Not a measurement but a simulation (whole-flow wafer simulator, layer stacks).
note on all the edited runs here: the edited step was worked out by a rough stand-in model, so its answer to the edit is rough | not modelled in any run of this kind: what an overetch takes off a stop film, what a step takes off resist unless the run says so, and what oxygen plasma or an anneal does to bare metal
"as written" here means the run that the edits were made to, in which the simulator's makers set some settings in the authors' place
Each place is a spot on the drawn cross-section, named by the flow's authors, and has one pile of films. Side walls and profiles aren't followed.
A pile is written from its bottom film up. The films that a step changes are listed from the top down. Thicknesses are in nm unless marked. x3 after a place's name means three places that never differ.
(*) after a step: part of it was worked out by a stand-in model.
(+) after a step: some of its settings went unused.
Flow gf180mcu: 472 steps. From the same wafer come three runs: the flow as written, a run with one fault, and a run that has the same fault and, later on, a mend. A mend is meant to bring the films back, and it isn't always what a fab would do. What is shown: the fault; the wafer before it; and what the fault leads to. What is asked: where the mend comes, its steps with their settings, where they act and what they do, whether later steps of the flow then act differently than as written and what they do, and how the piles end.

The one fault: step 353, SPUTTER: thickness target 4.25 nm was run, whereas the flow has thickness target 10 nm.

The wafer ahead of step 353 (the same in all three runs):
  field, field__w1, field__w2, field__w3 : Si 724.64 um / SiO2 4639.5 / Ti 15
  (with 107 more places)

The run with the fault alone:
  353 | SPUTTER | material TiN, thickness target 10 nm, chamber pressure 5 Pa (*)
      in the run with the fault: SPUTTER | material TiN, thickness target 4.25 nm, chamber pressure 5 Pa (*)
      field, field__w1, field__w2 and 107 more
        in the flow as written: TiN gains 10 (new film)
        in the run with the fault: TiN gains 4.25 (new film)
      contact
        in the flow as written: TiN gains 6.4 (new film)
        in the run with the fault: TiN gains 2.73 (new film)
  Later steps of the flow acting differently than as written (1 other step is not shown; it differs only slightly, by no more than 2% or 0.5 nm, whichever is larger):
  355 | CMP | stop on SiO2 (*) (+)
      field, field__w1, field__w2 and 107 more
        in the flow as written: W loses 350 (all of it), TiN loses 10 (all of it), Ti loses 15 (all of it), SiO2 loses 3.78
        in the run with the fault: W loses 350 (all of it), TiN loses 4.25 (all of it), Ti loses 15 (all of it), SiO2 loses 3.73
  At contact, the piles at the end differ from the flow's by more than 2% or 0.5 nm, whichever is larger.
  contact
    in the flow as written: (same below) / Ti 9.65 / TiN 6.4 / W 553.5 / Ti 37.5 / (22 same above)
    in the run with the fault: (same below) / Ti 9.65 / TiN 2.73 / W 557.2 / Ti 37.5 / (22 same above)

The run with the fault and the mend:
  After step 353 comes the mend.
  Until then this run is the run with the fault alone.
  353a | SPUTTER | material TiN, thickness target 5.75 nm, chamber pressure 5 Pa (*) (the flow's step 353 again, with other settings)
      field, field__w1, field__w2 and 107 more
        TiN gains 5.75
      contact
        TiN gains 3.68
  Every later step of the flow that is run acts as written at every place that is followed.
  By the end, the piles equal the flow's at every place that both follow.
